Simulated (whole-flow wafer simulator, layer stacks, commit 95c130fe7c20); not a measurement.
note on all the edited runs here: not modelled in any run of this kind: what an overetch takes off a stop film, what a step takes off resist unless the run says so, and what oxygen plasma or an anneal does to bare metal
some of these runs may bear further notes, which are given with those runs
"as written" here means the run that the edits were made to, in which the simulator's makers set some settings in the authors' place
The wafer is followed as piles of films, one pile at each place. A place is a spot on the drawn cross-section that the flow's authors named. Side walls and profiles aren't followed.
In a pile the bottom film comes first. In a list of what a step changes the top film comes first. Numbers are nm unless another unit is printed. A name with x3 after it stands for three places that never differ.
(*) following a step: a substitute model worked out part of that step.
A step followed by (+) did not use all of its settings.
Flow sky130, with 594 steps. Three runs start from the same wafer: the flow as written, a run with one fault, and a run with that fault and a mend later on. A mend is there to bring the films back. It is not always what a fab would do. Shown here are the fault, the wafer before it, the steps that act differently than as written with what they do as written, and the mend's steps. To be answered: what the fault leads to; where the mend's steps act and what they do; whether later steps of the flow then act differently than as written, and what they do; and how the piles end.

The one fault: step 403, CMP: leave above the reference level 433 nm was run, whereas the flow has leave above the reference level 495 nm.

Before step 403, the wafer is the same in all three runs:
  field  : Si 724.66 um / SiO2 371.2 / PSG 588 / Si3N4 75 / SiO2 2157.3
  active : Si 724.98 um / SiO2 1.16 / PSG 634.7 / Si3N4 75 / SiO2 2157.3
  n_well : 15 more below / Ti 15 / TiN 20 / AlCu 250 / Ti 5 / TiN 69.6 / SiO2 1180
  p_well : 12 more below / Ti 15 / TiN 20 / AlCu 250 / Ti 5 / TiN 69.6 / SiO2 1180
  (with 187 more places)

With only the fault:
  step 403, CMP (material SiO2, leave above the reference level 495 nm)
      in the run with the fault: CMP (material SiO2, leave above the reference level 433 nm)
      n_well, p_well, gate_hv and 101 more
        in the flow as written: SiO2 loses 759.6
        in the run with the fault: SiO2 loses 821.6
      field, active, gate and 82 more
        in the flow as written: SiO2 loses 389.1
        in the run with the fault: SiO2 loses 451.1
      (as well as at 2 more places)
  Later steps of the flow acting differently than as written:
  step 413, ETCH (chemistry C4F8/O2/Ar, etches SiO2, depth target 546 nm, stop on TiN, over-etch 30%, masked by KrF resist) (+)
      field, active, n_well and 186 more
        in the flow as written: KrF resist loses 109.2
        in the run with the fault: KrF resist loses 93.2
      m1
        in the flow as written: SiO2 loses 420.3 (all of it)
        in the run with the fault: SiO2 loses 358.3 (all of it)
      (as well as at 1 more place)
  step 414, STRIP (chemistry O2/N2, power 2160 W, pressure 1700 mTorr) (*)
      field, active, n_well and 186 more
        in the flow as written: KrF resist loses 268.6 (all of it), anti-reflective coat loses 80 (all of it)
        in the run with the fault: KrF resist loses 284.7 (all of it), anti-reflective coat loses 80 (all of it)
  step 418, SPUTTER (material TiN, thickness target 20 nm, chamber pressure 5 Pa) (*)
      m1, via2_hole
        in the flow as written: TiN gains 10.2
        in the run with the fault: TiN gains 11
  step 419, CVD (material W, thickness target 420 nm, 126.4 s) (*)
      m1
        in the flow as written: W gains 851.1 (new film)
        in the run with the fault: W gains 788.3 (new film)
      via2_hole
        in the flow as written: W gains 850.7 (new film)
        in the run with the fault: W gains 787.8 (new film)
  At n_well, p_well, gate_hv and 115 more, the piles at the end differ from the flow's by more than 2% or 0.5 nm, whichever is larger.
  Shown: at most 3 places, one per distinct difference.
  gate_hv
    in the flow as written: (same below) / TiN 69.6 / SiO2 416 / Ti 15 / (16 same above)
    in the run with the fault: (same below) / TiN 69.6 / SiO2 354 / Ti 15 / (16 same above)
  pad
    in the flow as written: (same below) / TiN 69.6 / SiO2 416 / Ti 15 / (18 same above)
    in the run with the fault: (same below) / TiN 69.6 / SiO2 354 / Ti 15 / (18 same above)
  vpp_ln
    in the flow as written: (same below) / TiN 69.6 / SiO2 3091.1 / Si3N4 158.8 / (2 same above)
    in the run with the fault: (same below) / TiN 69.6 / SiO2 3029.1 / Si3N4 158.8 / (2 same above)

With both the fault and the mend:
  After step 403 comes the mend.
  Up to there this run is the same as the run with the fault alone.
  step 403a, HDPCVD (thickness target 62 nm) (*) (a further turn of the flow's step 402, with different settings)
      field, active, n_well and 188 more
        SiO2 gains 62
  Later steps of the flow that are run all act as written at every place that is followed, up to a difference of at most 2% or 0.5 nm, whichever is larger.
  At every place that both follow, the piles at the end match the flow's.
